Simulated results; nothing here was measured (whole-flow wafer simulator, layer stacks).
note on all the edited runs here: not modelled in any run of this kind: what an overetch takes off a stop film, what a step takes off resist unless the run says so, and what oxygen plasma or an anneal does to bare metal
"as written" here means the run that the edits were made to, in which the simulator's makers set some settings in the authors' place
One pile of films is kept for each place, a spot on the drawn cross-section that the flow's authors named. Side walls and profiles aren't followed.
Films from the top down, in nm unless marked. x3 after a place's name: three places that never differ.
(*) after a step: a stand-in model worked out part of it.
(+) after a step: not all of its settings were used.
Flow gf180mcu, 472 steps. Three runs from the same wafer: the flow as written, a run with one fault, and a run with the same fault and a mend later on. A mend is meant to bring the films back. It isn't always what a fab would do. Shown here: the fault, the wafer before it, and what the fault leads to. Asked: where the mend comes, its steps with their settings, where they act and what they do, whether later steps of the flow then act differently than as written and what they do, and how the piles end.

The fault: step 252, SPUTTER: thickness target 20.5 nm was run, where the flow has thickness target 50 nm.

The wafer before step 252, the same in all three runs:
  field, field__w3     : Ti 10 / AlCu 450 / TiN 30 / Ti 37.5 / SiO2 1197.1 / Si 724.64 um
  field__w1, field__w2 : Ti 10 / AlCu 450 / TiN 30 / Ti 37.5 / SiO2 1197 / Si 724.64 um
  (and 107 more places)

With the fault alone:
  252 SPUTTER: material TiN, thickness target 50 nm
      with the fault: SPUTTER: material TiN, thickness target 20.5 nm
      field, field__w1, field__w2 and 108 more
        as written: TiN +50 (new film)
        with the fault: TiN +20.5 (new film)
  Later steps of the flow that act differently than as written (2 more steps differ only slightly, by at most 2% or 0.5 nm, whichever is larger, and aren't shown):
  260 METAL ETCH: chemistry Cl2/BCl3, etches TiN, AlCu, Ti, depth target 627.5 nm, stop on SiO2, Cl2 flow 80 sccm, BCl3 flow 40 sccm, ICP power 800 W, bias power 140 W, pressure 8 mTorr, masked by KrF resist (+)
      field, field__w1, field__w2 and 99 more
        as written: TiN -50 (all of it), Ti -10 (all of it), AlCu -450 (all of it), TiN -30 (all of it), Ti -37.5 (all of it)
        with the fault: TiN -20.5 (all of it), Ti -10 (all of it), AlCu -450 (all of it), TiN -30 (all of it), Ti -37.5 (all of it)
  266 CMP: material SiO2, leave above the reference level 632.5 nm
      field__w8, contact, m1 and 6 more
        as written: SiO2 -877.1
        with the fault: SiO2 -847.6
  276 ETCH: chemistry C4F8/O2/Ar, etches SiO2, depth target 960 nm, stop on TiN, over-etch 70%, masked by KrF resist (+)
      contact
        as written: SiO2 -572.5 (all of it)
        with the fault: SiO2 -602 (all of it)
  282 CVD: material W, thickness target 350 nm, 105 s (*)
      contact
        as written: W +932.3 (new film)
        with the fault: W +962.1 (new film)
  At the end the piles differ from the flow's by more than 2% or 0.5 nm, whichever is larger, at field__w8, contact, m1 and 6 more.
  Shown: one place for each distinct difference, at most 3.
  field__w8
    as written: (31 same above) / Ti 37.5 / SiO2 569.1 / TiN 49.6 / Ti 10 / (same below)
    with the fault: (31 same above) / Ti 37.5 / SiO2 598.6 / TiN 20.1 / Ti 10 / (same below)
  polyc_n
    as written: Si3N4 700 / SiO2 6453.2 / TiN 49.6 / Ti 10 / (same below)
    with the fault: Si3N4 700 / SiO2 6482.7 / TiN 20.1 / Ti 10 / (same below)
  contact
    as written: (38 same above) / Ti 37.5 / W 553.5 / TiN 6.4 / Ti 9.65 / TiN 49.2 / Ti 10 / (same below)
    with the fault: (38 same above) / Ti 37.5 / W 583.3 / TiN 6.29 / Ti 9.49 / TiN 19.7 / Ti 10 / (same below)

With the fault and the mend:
  The mend comes after step 252.
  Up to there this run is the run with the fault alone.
  252a SPUTTER: material TiN, thickness target 29.5 nm (the flow's step 252 once more, with other settings)
      field, field__w1, field__w2 and 108 more
        TiN +29.5
  No later step of the flow acts differently than as written at any place that is followed.
  At the end the piles are the same as the flow's at every place that both follow.
